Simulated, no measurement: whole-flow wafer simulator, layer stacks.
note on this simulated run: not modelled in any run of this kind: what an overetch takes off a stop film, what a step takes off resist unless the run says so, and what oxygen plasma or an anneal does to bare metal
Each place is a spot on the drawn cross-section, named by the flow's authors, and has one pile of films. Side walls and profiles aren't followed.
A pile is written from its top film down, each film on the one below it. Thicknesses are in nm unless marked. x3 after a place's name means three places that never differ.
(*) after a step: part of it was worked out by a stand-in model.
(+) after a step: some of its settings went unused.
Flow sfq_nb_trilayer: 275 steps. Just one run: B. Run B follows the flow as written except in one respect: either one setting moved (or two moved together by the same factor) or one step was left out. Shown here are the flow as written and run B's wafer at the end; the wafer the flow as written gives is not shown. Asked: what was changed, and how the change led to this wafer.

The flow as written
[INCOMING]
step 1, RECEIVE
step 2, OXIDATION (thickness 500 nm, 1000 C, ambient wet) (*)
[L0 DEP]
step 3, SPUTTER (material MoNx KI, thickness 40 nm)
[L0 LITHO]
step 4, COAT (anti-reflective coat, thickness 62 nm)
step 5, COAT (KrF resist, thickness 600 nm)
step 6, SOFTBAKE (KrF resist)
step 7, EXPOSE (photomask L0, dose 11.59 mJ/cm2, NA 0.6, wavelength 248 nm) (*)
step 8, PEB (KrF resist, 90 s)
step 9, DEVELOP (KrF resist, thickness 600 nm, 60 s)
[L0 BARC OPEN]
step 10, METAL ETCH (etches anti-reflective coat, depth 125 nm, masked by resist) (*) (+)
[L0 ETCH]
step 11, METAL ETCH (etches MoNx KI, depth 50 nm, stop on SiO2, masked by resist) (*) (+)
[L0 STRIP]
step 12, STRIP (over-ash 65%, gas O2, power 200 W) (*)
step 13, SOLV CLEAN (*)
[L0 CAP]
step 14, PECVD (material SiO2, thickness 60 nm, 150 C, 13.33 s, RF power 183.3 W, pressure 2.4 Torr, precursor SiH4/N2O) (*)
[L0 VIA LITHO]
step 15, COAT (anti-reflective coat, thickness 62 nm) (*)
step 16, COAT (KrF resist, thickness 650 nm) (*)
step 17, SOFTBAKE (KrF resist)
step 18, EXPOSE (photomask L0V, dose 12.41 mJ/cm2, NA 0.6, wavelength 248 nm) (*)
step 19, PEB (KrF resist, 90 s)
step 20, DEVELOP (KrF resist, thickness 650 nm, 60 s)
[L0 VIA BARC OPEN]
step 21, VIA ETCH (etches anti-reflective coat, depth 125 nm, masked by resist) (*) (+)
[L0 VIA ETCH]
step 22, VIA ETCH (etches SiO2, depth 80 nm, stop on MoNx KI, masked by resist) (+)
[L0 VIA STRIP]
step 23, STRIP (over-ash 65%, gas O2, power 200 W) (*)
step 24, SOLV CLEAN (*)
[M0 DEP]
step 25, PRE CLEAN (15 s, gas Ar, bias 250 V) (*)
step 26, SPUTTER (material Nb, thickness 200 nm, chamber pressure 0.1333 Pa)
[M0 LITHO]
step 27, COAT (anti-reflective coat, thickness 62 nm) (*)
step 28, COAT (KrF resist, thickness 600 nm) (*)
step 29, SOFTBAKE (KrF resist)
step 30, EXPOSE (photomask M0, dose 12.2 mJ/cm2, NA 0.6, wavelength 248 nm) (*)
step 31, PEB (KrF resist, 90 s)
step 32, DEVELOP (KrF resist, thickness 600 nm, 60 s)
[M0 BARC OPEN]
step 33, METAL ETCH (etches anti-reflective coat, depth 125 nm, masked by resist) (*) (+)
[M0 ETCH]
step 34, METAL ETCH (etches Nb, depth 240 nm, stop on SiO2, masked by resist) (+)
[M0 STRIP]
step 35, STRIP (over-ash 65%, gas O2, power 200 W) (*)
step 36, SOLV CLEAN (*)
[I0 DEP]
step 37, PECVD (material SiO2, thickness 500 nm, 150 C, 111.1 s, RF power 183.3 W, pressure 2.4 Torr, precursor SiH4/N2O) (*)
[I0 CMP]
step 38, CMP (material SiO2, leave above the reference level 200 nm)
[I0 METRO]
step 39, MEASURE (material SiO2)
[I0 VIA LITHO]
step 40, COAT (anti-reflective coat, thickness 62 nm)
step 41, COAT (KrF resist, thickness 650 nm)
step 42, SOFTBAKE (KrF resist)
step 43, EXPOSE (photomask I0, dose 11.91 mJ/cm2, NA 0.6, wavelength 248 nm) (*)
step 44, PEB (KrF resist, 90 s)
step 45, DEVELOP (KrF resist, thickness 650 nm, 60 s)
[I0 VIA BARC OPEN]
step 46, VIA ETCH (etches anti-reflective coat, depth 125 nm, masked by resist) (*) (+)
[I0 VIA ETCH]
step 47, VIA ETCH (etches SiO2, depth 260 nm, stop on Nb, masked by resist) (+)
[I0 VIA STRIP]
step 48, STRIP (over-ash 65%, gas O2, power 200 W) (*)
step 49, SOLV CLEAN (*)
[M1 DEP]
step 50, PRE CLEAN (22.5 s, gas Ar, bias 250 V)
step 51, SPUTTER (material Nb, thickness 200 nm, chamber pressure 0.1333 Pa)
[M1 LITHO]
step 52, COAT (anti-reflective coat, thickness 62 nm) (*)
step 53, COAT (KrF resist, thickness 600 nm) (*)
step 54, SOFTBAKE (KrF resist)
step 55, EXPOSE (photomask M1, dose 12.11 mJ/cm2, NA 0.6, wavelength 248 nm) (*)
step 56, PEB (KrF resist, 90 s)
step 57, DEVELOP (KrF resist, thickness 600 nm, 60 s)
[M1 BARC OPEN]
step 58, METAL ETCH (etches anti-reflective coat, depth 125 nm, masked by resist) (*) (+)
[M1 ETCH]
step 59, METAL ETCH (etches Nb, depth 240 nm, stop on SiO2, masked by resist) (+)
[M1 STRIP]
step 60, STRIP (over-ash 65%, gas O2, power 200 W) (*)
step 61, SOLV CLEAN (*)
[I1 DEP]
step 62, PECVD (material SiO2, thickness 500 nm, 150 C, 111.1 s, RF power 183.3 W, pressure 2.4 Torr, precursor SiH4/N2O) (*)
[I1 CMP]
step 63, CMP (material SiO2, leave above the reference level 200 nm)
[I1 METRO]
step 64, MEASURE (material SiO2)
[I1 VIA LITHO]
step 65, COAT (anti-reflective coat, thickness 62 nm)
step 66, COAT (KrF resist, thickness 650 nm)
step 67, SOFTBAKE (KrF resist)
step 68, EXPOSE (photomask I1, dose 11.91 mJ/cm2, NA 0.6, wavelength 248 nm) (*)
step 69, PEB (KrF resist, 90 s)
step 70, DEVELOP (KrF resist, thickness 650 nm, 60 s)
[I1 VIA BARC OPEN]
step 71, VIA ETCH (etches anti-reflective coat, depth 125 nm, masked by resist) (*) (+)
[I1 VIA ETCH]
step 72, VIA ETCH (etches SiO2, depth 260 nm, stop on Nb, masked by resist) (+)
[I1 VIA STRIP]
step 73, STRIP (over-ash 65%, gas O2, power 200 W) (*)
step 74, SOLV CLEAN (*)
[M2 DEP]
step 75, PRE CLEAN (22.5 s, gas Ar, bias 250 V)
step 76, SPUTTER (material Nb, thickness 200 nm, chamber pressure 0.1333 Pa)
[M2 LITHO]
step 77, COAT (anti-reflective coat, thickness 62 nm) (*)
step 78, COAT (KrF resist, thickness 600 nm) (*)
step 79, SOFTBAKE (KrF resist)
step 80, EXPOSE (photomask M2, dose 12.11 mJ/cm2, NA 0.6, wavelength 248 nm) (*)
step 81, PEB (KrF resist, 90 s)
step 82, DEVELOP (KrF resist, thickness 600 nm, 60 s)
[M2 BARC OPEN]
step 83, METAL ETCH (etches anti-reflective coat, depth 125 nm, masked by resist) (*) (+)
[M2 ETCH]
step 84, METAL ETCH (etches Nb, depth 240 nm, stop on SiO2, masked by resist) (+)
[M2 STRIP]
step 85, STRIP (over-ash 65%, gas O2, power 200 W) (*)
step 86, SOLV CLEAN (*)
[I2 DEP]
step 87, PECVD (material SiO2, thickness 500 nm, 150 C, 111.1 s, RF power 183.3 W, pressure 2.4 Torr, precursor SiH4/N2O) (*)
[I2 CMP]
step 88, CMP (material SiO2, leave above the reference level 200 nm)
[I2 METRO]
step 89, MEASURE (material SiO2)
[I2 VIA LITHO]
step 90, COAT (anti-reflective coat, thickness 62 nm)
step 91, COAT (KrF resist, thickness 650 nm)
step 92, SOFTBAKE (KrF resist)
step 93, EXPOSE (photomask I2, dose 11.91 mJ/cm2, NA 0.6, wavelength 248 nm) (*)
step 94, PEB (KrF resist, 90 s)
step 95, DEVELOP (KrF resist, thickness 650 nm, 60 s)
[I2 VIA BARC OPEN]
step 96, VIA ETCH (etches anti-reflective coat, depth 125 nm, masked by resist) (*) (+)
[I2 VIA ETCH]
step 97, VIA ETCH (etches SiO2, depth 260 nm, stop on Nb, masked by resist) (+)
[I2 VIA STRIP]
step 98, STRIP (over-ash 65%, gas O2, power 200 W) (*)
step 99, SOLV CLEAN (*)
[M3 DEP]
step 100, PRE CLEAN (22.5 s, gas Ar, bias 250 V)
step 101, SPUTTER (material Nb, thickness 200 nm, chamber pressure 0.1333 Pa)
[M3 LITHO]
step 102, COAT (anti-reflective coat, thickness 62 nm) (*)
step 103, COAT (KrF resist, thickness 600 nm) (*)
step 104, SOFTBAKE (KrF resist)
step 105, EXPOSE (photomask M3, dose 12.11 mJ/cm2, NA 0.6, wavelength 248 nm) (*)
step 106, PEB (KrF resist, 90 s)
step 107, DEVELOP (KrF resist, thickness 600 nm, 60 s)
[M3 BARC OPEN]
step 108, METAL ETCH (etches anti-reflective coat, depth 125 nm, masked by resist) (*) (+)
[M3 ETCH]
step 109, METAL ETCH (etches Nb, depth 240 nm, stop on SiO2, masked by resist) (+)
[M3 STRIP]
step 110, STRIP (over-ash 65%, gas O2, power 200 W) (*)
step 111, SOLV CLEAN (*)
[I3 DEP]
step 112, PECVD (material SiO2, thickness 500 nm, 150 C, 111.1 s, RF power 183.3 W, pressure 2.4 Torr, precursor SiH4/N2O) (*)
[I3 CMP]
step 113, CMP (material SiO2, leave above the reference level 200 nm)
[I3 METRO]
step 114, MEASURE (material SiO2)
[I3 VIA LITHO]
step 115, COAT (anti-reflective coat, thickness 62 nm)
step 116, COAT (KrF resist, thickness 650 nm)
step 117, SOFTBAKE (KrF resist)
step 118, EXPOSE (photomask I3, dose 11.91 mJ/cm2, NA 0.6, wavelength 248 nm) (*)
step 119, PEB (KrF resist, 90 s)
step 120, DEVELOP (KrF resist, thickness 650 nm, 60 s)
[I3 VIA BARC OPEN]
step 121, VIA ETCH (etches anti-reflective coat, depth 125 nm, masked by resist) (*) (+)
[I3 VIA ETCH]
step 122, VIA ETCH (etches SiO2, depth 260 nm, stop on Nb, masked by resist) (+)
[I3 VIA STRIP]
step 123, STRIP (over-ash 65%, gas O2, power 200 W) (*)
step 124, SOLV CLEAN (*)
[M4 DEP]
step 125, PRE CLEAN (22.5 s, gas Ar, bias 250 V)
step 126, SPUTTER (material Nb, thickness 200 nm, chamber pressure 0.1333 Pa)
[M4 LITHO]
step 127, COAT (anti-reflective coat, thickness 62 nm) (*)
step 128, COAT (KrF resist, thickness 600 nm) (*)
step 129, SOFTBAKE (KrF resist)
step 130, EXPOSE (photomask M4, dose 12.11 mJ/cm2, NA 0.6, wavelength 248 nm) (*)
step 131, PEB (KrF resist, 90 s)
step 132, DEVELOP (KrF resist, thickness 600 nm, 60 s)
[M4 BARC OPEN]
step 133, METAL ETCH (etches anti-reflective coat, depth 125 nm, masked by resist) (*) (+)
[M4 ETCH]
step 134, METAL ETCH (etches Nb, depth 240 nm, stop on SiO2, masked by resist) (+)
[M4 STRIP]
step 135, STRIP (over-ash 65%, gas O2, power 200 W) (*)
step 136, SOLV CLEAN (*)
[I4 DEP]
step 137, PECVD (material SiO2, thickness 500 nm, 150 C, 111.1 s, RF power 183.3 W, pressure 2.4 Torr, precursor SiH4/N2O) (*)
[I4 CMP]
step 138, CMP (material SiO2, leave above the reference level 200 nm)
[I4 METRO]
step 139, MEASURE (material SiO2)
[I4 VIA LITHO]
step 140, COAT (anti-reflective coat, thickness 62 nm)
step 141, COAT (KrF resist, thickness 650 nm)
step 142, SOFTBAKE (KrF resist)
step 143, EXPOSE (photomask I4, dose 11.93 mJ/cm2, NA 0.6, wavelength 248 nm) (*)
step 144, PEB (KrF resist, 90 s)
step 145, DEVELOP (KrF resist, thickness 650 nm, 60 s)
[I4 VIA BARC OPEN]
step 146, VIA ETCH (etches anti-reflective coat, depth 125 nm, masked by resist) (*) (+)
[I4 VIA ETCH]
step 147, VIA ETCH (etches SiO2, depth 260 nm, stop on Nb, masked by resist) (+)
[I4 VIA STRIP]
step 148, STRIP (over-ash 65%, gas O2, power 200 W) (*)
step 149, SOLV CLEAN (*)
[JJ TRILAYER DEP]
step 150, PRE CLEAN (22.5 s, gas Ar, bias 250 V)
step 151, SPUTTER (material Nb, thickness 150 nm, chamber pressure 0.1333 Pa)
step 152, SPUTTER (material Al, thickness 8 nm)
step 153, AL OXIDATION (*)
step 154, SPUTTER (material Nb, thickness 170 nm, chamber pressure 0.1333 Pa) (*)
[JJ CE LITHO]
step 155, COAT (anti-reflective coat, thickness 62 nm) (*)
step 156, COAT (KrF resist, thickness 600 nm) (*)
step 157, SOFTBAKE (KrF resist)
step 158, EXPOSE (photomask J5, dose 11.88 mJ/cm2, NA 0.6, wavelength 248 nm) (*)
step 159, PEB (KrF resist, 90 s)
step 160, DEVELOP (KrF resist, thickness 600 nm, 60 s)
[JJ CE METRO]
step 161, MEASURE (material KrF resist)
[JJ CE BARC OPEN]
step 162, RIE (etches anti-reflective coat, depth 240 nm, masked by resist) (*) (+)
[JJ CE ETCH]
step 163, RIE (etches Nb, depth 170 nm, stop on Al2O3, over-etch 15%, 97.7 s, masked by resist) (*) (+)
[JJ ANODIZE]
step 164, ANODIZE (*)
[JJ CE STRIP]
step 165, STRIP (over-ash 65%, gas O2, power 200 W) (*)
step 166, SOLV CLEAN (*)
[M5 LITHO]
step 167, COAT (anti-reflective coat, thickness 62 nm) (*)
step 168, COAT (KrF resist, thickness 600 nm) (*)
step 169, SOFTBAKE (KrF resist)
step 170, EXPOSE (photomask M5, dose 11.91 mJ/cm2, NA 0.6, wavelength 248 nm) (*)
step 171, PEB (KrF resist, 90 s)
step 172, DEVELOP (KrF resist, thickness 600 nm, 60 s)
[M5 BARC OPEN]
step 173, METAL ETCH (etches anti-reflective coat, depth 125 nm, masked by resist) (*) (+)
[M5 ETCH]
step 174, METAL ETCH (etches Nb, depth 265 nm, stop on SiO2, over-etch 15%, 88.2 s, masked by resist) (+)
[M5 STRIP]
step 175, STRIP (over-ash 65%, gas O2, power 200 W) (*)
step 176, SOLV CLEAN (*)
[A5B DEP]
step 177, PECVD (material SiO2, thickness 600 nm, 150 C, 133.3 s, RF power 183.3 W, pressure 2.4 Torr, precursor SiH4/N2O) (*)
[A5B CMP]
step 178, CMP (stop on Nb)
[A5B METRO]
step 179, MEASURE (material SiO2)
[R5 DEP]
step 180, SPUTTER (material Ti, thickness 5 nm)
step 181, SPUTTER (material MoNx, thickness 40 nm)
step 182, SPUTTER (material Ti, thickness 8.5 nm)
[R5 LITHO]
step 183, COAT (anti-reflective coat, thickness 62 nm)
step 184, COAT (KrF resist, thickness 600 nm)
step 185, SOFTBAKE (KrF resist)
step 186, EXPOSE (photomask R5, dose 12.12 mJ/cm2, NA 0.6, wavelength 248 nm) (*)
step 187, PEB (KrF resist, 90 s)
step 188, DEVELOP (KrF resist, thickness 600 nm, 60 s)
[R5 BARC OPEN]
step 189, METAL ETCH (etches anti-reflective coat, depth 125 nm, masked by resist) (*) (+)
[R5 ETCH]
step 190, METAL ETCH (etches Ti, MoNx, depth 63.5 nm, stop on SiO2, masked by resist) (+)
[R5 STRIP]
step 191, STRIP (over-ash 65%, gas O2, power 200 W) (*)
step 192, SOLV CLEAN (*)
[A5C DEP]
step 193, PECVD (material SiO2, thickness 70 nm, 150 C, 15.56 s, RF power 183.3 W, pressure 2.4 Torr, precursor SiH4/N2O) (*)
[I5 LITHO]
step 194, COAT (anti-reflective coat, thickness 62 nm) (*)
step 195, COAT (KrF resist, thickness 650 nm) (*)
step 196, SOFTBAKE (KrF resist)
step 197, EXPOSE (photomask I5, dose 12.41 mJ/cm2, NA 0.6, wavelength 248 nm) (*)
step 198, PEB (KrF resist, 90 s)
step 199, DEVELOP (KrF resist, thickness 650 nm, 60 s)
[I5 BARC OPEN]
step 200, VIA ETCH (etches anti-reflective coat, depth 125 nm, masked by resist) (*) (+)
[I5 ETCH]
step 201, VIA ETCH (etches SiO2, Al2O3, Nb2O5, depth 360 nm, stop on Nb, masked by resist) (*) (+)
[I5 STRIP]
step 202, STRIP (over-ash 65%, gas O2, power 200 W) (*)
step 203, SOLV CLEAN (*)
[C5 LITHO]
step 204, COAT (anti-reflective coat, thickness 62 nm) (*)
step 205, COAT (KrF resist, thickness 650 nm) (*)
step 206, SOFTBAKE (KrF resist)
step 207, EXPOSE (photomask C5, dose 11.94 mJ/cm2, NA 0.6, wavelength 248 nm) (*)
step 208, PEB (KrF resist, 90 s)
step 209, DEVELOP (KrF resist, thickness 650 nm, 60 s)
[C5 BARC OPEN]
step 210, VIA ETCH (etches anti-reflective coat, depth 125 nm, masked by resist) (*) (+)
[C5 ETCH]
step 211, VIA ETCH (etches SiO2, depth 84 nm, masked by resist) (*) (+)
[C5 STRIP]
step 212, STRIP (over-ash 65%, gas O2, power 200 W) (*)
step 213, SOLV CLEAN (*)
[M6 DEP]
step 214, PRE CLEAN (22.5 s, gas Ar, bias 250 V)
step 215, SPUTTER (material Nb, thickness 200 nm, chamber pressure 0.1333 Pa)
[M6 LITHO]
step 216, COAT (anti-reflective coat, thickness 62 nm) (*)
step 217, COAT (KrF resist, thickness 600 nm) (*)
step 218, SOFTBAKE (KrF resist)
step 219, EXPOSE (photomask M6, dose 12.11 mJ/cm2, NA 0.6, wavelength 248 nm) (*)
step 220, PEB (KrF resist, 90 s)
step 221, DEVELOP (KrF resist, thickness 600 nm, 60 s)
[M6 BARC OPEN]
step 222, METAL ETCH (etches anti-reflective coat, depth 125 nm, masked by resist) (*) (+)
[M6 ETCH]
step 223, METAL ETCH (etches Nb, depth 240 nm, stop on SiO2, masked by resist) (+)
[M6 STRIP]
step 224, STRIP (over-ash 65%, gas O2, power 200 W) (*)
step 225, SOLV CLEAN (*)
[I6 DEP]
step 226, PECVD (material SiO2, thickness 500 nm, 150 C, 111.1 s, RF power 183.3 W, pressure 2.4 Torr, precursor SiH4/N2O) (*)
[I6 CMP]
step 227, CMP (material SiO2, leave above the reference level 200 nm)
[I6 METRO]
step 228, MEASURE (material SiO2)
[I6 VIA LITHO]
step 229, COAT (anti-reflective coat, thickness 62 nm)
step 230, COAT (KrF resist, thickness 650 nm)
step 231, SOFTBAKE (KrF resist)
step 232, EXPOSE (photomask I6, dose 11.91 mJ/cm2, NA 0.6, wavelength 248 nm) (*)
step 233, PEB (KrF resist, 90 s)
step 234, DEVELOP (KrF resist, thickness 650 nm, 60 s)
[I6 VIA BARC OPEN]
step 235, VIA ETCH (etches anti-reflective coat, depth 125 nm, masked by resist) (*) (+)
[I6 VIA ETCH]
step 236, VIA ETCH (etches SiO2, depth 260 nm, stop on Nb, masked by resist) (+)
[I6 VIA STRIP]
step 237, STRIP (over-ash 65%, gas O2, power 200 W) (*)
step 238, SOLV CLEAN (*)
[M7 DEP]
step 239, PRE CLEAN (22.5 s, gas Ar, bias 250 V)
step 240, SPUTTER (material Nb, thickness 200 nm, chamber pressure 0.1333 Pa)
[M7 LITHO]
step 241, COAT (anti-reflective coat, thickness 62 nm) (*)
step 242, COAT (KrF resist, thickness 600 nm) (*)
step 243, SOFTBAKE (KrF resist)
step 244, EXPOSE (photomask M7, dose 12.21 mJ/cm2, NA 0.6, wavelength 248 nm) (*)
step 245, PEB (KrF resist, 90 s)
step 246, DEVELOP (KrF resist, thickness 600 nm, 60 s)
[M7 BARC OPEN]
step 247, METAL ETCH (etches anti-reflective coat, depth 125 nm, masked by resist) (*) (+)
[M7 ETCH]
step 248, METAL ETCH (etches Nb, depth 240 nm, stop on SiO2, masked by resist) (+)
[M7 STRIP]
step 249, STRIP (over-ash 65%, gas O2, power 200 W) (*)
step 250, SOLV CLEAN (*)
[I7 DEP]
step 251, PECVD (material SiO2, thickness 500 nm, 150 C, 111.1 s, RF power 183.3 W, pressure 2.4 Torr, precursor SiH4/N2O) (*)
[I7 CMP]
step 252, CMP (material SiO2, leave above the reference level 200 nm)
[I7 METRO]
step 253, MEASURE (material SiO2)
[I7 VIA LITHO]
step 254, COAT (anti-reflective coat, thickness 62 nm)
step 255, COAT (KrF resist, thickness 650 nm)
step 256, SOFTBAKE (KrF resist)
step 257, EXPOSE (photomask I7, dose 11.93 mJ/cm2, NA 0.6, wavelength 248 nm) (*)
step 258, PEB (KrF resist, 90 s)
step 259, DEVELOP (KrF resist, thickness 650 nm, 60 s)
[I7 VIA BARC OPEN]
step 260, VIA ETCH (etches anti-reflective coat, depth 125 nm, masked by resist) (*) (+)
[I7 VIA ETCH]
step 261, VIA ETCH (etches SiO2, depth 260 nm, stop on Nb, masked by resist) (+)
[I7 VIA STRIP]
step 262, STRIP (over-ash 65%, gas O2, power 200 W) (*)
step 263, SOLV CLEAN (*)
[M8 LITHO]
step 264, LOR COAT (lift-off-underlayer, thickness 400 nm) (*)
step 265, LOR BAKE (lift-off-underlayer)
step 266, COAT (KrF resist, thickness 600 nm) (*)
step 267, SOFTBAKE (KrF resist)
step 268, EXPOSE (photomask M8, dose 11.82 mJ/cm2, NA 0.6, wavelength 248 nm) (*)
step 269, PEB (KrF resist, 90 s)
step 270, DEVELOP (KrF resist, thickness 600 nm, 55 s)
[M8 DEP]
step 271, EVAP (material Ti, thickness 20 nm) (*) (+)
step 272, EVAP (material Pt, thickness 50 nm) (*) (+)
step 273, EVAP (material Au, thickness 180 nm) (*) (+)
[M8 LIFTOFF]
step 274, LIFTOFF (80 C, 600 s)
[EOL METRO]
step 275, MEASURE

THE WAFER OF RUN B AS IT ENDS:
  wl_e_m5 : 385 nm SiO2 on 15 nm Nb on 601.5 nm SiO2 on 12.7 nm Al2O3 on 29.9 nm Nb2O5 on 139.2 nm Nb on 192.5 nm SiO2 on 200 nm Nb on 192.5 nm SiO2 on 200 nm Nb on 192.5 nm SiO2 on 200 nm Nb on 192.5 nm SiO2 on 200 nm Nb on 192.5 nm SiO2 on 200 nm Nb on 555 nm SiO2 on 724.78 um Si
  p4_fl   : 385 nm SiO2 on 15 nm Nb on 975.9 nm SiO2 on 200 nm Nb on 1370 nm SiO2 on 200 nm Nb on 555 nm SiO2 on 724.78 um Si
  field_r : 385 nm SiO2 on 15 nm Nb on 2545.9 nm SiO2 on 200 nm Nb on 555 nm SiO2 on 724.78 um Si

The reason: step 248, METAL ETCH: depth 185 nm was run, while the flow as written has depth 240 nm.

How this came from the change, step by step:
  step 248, METAL ETCH (etches Nb, depth 240 nm, stop on SiO2, masked by resist) (+)
      field_l, field_r, lsp_l and 62 more: -185 Nb (in the flow as written it would be: -200 Nb (all of it))
      v_sur, via_wl, via_w and 38 more: -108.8 KrF resist (in the flow as written it would be: -141.2 KrF resist)
  step 249, STRIP (over-ash 65%, gas O2, power 200 W) (*)
      wl_j_sl, wl_jj, wl_j_sr and 14 more: -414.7 KrF resist (all of it), -62 anti-reflective coat (all of it) (in the flow as written it would be: -382.4 KrF resist (all of it), -62 anti-reflective coat (all of it))
      ln_m5, lsp_m, ln_m6, lsp_r: -414.3 KrF resist (all of it), -61.8 anti-reflective coat (all of it) (in the flow as written it would be: -381.9 KrF resist (all of it), -61.8 anti-reflective coat (all of it))
      (and at 20 other places as well)
  step 251, PECVD (material SiO2, thickness 500 nm, 150 C, 111.1 s, RF power 183.3 W, pressure 2.4 Torr, precursor SiH4/N2O) (*)
      field_l, p4_fl, p4_fm and 56 more: +500 SiO2 (new film) (in the flow as written it would be: +500 SiO2)
      field_r, lsp_l: +479.3 SiO2 (new film) (in the flow as written it would be: +477.7 SiO2)
      (and at 4 other places as well)
  step 252, CMP (material SiO2, leave above the reference level 200 nm)
      field_l, p4_fl, p4_fm and 56 more: -115 SiO2 (in the flow as written it would be: -100 SiO2)
      field_r, lsp_l: -94.3 SiO2 (in the flow as written it would be: -77.7 SiO2)
      (and at 2 other places as well)
If metal films that touch count as one body, wl_e_m5 has 7 bodies (between them, from the top down: SiO2 601.5 / Al2O3 12.7 / Nb2O5 29.9; SiO2 192.5; SiO2 192.5; SiO2 192.5; SiO2 192.5; SiO2 192.5); the flow as written gives 6 bodies (between them, from the top down: SiO2 192.5; SiO2 192.5; SiO2 192.5; SiO2 192.5; SiO2 192.5).
If metal films that touch count as one body, p4_fl has 3 bodies (between them, from the top down: SiO2 975.9; SiO2 1370); the flow as written gives 2 bodies (between them, from the top down: SiO2 1370).
If metal films that touch count as one body, field_r has 2 bodies (between them, from the top down: SiO2 2545.9); the flow as written gives 1 body.
